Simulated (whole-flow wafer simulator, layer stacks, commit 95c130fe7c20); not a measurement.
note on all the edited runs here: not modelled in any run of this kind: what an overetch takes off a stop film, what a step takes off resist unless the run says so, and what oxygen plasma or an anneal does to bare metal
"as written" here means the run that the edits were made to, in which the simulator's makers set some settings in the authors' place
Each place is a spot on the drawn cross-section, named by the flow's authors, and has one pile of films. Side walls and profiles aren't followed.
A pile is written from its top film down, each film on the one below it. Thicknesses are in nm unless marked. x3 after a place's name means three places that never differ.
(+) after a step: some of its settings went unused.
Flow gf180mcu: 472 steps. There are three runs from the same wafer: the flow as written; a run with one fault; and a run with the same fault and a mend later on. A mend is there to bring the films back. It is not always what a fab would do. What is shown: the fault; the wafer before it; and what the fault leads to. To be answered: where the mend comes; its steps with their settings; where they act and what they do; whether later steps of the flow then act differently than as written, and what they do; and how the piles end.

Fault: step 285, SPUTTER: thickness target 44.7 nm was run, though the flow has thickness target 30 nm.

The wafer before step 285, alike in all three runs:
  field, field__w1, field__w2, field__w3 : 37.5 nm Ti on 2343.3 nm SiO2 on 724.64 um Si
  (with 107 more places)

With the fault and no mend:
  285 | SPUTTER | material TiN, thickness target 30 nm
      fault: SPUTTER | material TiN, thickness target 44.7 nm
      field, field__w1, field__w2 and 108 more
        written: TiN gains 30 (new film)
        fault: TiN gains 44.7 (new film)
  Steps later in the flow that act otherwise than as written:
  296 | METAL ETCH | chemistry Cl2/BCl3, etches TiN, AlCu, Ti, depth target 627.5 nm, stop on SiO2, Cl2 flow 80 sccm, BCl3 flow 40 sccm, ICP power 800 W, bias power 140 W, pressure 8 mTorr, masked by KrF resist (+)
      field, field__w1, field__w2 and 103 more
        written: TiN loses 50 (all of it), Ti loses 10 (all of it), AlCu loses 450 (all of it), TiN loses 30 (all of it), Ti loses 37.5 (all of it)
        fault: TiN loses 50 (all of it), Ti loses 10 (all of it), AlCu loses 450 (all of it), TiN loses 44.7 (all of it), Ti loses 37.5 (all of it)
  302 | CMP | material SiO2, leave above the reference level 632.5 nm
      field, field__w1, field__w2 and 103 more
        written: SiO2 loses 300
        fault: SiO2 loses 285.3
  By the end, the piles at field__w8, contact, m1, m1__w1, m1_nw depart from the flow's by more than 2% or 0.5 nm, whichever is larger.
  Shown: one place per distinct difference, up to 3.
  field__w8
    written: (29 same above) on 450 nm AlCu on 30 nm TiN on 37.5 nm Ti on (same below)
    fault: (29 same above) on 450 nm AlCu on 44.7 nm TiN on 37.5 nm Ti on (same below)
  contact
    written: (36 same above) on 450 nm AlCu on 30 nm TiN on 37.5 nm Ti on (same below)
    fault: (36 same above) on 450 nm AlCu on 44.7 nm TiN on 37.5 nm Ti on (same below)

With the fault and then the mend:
  After step 285 comes the mend.
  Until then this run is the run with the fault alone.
  285a | METAL ETCH | chemistry Cl2/BCl3, etches TiN, AlCu, Ti, depth target 14.7 nm, Cl2 flow 80 sccm, BCl3 flow 40 sccm, ICP power 800 W, bias power 140 W, pressure 8 mTorr (the flow's step 260, run once more with other settings)
      field, field__w1, field__w2 and 108 more
        TiN loses 14.7
  None of the later steps of the flow acts differently than as written at any place that is followed.
  The piles end the same as the flow's at every place that both follow.
